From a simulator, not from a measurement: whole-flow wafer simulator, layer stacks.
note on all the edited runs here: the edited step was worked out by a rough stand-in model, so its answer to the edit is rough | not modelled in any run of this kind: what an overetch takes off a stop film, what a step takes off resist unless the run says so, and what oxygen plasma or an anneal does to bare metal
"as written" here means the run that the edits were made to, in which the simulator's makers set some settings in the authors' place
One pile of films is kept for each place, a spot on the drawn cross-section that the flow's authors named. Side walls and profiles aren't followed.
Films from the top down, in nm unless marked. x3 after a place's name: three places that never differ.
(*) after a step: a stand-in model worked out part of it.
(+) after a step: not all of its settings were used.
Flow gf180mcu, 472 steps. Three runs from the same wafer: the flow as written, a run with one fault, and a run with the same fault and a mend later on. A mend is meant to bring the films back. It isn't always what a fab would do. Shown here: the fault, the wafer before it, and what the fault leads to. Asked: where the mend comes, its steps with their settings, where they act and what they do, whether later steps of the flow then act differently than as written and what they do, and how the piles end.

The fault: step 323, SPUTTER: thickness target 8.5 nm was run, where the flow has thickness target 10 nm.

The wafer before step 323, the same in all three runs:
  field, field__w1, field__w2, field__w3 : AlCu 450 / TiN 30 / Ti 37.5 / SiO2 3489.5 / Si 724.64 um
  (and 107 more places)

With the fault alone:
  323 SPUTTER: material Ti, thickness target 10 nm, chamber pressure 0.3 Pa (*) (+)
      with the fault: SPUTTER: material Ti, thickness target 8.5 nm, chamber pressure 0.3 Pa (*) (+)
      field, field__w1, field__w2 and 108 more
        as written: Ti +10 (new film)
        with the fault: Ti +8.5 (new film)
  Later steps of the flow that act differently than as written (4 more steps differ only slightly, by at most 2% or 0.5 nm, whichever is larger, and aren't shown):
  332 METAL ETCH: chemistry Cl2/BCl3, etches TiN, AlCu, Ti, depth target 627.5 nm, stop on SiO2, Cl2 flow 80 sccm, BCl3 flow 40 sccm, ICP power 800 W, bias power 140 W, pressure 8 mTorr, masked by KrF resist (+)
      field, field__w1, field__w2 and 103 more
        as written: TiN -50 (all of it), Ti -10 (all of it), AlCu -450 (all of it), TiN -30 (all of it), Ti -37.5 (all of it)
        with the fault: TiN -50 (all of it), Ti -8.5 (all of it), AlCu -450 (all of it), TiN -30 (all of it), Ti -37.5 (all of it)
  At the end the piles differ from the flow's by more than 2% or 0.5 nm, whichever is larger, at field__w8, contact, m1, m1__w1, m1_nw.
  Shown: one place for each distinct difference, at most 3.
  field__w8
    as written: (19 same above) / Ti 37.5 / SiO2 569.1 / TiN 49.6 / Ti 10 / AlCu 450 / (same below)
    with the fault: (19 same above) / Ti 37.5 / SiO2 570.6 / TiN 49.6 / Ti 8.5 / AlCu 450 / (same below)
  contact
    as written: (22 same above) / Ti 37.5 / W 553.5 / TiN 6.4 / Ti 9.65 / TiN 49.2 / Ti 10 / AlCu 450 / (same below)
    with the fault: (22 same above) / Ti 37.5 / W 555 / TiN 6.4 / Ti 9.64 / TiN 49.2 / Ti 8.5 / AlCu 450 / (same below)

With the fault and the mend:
  The mend comes after step 323.
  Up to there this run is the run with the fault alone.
  323a SPUTTER: material Ti, thickness target 1.5 nm, chamber pressure 0.3 Pa (*) (+) (the flow's step 323 once more, with other settings)
      field, field__w1, field__w2 and 108 more
        Ti +1.5
  No later step of the flow acts differently than as written at any place that is followed.
  At the end the piles are the same as the flow's at every place that both follow.
